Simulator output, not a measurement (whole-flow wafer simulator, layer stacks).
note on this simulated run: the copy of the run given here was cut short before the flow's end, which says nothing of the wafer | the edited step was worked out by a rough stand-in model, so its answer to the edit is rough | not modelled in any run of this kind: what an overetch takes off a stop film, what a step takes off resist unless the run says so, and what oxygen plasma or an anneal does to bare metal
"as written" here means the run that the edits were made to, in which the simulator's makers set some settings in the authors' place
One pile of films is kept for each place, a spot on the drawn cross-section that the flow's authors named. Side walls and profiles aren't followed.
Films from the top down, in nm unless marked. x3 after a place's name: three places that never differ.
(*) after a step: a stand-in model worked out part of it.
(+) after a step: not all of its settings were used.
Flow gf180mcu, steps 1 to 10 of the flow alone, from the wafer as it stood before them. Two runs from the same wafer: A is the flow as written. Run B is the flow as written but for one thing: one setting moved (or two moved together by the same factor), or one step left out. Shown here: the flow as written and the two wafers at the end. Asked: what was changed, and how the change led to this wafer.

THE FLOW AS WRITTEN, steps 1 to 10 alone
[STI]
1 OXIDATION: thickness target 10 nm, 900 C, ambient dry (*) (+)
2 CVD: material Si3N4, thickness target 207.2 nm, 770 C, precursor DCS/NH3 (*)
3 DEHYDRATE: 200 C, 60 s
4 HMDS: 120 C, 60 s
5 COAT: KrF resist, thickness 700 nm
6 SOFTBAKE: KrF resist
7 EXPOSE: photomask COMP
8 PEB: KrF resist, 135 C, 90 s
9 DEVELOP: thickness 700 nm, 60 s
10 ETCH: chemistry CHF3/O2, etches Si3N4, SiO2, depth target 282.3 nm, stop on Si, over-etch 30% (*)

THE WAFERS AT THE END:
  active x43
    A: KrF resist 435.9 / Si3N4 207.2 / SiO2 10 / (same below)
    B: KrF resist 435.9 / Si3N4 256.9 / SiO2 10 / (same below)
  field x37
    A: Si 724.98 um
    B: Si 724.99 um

The cause: step 2, CVD: thickness target 256.9 nm was run, where the flow has thickness target 207.2 nm.
It can be read off the wafer: active x43 has Si3N4 256.9, and step 2 as written asks for 207.2 nm.

How the change led to this, step by step:
  2 CVD: material Si3N4, thickness target 207.2 nm, 770 C, precursor DCS/NH3 (*)
      field x37, active x43: A Si3N4 +207.2 (new film) | B Si3N4 +256.9 (new film)
  10 ETCH: chemistry CHF3/O2, etches Si3N4, SiO2, depth target 282.3 nm, stop on Si, over-etch 30% (*)
      field x37: A Si3N4 -207.2 (all of it), SiO2 -10 (all of it), Si -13 | B Si3N4 -256.9 (all of it), SiO2 -10 (all of it), Si -3.09
